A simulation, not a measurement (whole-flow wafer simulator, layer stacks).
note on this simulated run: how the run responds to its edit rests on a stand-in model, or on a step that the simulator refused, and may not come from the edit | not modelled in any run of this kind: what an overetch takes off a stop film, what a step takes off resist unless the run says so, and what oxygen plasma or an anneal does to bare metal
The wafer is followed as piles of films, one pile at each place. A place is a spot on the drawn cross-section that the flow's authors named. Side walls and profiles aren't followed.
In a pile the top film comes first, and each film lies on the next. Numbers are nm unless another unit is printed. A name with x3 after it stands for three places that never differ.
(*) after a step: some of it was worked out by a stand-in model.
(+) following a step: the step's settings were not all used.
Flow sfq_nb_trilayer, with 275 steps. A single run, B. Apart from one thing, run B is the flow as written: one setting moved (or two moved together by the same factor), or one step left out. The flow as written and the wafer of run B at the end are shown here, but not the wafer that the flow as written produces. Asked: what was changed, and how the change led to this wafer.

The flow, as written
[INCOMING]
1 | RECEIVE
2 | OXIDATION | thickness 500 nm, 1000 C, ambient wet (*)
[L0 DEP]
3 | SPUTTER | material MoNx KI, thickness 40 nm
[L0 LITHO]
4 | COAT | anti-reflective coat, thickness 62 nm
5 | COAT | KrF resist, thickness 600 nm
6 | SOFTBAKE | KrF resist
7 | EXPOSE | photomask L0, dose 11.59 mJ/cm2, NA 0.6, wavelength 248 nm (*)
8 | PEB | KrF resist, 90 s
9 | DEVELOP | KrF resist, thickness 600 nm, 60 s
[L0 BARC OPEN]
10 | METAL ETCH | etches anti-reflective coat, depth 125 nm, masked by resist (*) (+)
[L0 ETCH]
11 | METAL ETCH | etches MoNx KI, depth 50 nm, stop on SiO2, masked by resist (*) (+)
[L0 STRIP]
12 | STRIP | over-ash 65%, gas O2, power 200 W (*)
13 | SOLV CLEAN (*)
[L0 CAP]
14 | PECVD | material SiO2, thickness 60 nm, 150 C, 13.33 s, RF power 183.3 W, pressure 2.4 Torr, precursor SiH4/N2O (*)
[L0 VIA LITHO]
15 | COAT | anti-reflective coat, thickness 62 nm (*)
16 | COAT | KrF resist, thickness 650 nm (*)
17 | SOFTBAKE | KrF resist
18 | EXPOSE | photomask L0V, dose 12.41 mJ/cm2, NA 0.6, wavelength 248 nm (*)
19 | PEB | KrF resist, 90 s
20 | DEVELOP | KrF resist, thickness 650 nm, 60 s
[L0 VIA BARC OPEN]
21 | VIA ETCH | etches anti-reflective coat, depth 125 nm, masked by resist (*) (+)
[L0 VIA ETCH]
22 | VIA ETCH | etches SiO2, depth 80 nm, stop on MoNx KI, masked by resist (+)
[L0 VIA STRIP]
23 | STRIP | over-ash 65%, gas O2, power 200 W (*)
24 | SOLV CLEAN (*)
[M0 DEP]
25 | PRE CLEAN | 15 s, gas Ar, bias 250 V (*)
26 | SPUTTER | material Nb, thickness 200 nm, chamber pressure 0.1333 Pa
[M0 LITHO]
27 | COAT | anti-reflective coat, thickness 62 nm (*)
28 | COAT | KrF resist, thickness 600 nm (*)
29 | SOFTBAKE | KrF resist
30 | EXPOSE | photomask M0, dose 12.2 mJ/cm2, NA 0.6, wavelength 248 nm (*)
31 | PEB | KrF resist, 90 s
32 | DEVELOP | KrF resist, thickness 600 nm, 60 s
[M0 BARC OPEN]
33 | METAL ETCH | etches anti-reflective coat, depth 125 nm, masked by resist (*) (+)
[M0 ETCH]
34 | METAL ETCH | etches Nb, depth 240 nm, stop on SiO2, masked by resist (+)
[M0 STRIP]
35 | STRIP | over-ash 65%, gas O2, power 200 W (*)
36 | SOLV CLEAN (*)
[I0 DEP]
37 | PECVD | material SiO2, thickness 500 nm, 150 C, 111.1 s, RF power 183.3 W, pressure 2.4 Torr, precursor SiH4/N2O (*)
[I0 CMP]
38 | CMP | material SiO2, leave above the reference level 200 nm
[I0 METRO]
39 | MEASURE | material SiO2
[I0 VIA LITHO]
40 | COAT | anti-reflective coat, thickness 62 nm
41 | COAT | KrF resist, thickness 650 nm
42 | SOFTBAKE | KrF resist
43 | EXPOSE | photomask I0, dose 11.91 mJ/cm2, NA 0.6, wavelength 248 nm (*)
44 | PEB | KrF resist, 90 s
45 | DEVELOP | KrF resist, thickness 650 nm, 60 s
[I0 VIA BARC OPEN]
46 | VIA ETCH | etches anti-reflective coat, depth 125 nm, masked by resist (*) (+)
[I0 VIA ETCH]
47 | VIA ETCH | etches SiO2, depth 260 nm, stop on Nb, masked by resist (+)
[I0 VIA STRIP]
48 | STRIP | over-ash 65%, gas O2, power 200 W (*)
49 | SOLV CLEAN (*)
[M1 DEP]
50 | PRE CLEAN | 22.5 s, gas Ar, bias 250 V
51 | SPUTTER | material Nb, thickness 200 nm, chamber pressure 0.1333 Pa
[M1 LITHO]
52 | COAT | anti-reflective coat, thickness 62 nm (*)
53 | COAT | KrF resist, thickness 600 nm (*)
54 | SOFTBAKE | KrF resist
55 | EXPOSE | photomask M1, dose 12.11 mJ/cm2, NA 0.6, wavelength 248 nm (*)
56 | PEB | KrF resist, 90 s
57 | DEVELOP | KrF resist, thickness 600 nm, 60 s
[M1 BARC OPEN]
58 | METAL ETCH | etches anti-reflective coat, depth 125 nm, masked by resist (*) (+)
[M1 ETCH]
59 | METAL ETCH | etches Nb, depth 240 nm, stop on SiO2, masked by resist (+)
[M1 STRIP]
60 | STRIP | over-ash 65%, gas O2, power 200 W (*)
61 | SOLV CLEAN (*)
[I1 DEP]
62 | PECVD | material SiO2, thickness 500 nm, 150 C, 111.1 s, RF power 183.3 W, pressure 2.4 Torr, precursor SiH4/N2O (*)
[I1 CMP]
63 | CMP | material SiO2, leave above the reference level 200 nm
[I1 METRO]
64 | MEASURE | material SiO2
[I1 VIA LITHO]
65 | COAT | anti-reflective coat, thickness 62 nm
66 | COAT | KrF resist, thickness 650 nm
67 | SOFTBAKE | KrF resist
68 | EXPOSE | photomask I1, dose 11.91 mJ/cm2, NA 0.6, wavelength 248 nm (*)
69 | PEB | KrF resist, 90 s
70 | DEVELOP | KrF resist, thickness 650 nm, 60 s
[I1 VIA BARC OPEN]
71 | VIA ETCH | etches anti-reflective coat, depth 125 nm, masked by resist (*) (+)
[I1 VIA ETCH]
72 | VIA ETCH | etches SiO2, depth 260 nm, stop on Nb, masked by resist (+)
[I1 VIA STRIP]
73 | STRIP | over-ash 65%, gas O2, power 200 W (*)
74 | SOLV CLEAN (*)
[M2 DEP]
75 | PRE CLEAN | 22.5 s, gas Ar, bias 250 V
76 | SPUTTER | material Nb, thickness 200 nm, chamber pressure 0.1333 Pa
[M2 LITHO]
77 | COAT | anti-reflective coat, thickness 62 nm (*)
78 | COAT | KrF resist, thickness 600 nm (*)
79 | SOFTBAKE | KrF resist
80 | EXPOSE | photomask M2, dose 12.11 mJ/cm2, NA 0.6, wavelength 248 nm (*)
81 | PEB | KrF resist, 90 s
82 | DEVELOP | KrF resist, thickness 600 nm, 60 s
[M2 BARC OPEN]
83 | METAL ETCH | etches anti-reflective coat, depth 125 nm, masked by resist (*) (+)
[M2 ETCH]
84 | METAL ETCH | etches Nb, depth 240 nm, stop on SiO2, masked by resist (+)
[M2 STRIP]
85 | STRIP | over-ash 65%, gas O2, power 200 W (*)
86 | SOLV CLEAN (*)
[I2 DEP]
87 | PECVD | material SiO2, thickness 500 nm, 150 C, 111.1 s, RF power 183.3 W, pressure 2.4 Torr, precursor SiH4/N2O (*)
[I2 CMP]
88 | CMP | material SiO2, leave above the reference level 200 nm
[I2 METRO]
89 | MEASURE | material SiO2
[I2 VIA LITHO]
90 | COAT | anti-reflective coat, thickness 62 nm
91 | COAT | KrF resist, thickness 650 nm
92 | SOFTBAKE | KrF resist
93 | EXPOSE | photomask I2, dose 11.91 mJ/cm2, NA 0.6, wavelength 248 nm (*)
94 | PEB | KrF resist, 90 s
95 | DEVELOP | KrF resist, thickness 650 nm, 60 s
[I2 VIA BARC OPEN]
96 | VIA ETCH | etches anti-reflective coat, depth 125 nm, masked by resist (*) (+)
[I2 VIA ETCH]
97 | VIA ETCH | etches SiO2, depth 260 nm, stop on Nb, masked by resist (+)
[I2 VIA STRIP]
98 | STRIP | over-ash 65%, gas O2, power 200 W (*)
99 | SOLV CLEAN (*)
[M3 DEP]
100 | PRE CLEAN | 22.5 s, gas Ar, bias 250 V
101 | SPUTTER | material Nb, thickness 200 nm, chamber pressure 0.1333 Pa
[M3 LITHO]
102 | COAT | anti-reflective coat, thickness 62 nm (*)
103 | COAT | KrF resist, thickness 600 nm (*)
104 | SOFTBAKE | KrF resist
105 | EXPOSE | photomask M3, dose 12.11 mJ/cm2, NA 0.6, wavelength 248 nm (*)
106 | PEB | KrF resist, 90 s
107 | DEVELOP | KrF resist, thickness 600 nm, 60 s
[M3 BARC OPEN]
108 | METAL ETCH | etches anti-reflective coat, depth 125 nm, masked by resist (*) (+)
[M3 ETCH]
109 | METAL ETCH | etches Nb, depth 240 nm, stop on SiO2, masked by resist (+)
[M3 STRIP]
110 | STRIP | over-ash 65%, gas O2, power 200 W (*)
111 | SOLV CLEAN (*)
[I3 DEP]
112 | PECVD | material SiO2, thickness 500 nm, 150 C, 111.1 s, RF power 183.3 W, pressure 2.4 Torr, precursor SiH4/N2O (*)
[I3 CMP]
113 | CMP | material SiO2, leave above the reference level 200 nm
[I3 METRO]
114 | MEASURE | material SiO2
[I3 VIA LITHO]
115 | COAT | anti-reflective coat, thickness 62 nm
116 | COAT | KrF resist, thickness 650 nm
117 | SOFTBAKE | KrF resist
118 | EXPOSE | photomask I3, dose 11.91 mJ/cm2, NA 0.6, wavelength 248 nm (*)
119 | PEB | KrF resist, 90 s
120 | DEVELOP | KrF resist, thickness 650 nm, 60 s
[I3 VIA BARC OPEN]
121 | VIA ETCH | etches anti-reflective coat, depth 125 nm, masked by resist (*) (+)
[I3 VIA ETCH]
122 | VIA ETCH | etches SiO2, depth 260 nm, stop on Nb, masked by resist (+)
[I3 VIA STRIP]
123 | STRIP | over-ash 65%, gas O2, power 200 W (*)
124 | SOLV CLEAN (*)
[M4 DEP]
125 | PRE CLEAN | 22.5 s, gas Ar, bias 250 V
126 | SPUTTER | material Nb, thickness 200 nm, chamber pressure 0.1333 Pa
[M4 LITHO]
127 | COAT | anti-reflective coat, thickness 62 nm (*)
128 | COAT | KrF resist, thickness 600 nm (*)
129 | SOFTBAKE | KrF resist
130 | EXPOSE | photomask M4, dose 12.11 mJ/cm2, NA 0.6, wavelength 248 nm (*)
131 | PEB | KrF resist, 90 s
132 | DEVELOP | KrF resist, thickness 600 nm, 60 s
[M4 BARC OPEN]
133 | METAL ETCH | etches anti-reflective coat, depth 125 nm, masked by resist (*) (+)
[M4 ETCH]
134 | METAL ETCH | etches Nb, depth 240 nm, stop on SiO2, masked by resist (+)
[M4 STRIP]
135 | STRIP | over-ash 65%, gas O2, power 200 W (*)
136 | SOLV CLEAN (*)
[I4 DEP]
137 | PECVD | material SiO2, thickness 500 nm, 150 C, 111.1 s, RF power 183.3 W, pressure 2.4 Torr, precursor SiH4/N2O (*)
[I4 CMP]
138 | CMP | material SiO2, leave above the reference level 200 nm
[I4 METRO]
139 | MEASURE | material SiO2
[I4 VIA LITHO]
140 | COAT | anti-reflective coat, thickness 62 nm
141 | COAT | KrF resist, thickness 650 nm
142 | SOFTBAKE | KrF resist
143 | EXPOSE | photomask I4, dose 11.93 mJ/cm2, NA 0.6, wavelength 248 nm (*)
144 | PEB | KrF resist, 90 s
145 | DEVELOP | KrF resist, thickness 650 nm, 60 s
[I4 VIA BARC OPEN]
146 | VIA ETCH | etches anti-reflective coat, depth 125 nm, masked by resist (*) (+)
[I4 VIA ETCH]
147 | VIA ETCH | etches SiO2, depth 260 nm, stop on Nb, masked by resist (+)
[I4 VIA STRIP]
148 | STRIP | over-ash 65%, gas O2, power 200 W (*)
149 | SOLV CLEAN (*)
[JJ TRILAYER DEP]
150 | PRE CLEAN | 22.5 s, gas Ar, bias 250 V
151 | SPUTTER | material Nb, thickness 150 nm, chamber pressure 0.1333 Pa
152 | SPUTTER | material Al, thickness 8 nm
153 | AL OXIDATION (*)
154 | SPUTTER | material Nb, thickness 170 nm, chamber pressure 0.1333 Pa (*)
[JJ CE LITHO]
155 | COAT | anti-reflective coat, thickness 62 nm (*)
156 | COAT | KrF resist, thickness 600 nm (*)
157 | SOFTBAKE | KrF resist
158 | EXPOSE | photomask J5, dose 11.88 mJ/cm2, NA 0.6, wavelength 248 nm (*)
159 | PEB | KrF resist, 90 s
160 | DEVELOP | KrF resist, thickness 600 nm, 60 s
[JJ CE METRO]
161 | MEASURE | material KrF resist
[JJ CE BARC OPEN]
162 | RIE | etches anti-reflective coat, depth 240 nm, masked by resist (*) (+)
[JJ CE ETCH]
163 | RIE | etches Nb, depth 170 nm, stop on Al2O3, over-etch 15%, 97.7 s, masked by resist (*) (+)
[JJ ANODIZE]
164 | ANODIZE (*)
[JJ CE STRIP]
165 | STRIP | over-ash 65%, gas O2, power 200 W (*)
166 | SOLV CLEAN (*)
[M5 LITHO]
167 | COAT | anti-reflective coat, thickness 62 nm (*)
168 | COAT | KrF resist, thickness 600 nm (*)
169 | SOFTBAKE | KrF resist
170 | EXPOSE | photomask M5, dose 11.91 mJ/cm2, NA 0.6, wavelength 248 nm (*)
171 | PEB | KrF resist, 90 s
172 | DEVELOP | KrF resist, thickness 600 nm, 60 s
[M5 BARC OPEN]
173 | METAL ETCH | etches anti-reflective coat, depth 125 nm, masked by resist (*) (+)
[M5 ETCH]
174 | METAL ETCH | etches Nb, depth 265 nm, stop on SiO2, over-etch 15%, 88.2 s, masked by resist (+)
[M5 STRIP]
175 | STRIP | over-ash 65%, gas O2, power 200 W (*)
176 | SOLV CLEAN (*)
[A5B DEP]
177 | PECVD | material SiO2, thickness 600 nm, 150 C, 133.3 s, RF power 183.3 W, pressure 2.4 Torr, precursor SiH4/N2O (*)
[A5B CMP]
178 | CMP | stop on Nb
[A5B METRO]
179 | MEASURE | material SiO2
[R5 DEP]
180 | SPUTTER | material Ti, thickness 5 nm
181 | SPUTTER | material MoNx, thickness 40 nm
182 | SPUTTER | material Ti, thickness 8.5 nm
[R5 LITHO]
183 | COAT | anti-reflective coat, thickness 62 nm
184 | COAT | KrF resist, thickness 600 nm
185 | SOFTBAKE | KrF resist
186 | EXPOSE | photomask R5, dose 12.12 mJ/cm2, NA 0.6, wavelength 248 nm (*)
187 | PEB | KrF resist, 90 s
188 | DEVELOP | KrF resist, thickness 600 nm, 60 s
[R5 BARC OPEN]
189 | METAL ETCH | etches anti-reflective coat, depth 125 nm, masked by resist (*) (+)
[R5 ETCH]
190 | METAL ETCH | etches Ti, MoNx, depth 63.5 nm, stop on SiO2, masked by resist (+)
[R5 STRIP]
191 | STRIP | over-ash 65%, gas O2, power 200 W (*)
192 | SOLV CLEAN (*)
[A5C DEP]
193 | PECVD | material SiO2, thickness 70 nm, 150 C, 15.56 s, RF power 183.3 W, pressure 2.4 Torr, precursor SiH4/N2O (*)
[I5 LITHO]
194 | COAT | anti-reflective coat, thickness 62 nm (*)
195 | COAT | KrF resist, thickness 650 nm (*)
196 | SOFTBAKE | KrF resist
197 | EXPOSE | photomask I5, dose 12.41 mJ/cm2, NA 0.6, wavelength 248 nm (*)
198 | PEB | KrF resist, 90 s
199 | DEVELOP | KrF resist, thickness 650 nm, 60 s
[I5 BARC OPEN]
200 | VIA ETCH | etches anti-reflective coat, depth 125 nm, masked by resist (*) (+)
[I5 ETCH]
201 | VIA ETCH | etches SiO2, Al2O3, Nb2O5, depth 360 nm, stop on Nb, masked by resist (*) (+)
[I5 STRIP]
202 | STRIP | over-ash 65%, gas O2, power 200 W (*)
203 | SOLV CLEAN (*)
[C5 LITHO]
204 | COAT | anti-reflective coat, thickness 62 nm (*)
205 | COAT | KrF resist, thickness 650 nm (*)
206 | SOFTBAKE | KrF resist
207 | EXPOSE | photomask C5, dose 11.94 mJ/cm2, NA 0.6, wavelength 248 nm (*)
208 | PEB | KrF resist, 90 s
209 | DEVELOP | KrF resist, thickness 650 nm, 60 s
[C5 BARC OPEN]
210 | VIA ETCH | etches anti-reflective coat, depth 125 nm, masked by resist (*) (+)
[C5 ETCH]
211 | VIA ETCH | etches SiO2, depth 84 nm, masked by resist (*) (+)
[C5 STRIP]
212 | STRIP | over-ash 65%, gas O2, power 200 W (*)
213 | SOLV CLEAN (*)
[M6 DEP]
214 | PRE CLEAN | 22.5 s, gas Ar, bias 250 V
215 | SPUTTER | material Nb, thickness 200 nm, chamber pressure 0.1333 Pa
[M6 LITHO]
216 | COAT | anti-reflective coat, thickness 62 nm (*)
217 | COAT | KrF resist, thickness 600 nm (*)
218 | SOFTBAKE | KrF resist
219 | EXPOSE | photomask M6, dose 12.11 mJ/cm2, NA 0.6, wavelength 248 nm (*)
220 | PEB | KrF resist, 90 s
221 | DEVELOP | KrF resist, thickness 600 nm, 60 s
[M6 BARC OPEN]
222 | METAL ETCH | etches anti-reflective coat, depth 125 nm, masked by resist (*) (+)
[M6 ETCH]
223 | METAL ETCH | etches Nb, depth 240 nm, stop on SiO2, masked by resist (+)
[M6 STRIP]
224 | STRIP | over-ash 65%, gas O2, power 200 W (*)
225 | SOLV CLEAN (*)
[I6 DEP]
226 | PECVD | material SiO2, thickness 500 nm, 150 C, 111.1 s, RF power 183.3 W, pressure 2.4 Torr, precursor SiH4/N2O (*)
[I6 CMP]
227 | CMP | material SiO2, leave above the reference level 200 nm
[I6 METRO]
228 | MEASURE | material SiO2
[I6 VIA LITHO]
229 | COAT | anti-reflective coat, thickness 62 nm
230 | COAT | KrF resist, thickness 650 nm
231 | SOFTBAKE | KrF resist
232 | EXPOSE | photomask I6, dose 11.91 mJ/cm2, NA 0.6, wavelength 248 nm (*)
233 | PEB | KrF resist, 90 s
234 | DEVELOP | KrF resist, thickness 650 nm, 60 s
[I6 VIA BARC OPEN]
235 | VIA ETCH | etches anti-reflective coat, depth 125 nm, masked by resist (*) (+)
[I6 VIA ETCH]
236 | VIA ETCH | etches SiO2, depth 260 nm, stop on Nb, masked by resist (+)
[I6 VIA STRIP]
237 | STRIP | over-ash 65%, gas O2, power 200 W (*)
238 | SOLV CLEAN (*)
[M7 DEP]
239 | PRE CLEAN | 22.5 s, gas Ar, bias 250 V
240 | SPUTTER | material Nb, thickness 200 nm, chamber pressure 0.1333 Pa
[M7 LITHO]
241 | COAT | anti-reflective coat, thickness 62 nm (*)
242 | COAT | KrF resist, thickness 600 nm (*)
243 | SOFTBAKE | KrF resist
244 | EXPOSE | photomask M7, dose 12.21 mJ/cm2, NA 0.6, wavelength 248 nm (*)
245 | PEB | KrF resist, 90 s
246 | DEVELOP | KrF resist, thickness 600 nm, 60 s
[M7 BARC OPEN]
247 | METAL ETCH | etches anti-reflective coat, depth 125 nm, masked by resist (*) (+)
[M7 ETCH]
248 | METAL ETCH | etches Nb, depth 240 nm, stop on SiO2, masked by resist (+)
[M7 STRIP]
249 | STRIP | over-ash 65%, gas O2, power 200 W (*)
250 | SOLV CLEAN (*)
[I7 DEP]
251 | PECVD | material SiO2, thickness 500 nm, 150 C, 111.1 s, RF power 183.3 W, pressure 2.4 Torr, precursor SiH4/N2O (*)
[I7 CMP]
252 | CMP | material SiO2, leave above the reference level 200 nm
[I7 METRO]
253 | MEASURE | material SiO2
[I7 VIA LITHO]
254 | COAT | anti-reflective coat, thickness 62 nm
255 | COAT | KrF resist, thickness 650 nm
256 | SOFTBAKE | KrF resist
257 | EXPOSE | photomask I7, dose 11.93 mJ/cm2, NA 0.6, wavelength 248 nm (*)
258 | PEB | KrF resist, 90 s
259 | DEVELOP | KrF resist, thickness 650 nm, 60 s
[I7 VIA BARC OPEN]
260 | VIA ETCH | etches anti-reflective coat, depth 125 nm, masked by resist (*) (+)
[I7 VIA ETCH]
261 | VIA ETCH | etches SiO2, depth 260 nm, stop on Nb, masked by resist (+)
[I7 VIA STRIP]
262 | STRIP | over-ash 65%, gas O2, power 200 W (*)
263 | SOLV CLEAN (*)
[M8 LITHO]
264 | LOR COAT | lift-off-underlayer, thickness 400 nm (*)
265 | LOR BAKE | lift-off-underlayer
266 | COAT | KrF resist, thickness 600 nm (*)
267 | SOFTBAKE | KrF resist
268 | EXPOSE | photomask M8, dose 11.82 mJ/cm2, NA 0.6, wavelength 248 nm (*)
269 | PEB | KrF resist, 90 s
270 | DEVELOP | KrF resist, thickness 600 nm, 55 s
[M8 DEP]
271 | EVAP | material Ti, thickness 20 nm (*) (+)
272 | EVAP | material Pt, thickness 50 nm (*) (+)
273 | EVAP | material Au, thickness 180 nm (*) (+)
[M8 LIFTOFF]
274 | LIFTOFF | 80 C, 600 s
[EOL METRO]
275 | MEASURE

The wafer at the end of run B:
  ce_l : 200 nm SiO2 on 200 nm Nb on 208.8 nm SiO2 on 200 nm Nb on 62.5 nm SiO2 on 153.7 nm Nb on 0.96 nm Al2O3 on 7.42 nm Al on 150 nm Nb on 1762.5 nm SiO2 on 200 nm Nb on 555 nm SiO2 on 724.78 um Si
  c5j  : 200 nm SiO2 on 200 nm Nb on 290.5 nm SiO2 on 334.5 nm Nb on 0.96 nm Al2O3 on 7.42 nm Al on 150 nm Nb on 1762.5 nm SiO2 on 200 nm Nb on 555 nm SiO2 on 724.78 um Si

What caused this: step 190, METAL ETCH: depth 69.85 nm was run, though the flow has depth 63.5 nm.

Step by step, how the change led to this:
  190 | METAL ETCH | etches Ti, MoNx, depth 63.5 nm, stop on SiO2, masked by resist (+)
      be_r, r_sur, res, r_end, r5r_line_l, r5r_line_c, r5r_line_r: KrF resist loses 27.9 (as written it would have been: KrF resist loses 25.4)
      ce_l, c5j, ce_r, wl_jj: Ti loses 8.5 (all of it), MoNx loses 40 (all of it), Ti loses 5 (all of it), Nb loses 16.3 (as written it would have been: Ti loses 8.5 (all of it), MoNx loses 40 (all of it), Ti loses 5 (all of it), Nb loses 10)
  194 | COAT | anti-reflective coat, thickness 62 nm (*)
      ce_l: anti-reflective coat gains 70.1 (new film) (as written it would have been: anti-reflective coat gains 67.2 (new film))
      c5j: anti-reflective coat gains 66.7 (new film) (as written it would have been: anti-reflective coat gains 64.9 (new film))
      (also at 3 further places)
  202 | STRIP | over-ash 65%, gas O2, power 200 W (*)
      ce_l: KrF resist loses 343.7 (all of it), anti-reflective coat loses 70.1 (all of it) (as written it would have been: KrF resist loses 341.5 (all of it), anti-reflective coat loses 67.2 (all of it))
      c5j: KrF resist loses 349.1 (all of it), anti-reflective coat loses 66.7 (all of it) (as written it would have been: KrF resist loses 345.8 (all of it), anti-reflective coat loses 64.9 (all of it))
      (also at 3 further places)
  204 | COAT | anti-reflective coat, thickness 62 nm (*)
      ce_l: anti-reflective coat gains 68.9 (new film) (as written it would have been: anti-reflective coat gains 66 (new film))
      c5j: anti-reflective coat gains 65.6 (new film) (as written it would have been: anti-reflective coat gains 63.9 (new film))
      (also at 3 further places)
  210 | VIA ETCH | etches anti-reflective coat, depth 125 nm, masked by resist (*) (+)
      c5j: anti-reflective coat loses 65.6 (all of it), SiO2 loses 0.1 (as written it would have been: anti-reflective coat loses 63.9 (all of it), SiO2 loses 0.11)
  212 | STRIP | over-ash 65%, gas O2, power 200 W (*)
      ce_l: KrF resist loses 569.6 (all of it), anti-reflective coat loses 68.9 (all of it) (as written it would have been: KrF resist loses 567.4 (all of it), anti-reflective coat loses 66 (all of it))
      ce_r: KrF resist loses 576 (all of it), anti-reflective coat loses 69.9 (all of it) (as written it would have been: KrF resist loses 573.7 (all of it), anti-reflective coat loses 67.2 (all of it))
      (also at 2 further places)
  216 | COAT | anti-reflective coat, thickness 62 nm (*)
      ce_l: anti-reflective coat gains 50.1 (new film) (as written it would have been: anti-reflective coat gains 48 (new film))
      c5j: anti-reflective coat gains 113 (new film) (as written it would have been: anti-reflective coat gains 110.7 (new film))
      (also at 3 further places)
  224 | STRIP | over-ash 65%, gas O2, power 200 W (*)
      ce_l: KrF resist loses 400 (all of it), anti-reflective coat loses 50.1 (all of it) (as written it would have been: KrF resist loses 397.1 (all of it), anti-reflective coat loses 48 (all of it))
      c5j: KrF resist loses 420.9 (all of it), anti-reflective coat loses 113 (all of it) (as written it would have been: KrF resist loses 418.3 (all of it), anti-reflective coat loses 110.7 (all of it))
      (also at 3 further places)
  227 | CMP | material SiO2, leave above the reference level 200 nm
      ce_l, ce_r, wl_jj: SiO2 loses 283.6 (as written it would have been: SiO2 loses 290)
      c5j: SiO2 loses 216.7 (as written it would have been: SiO2 loses 223)
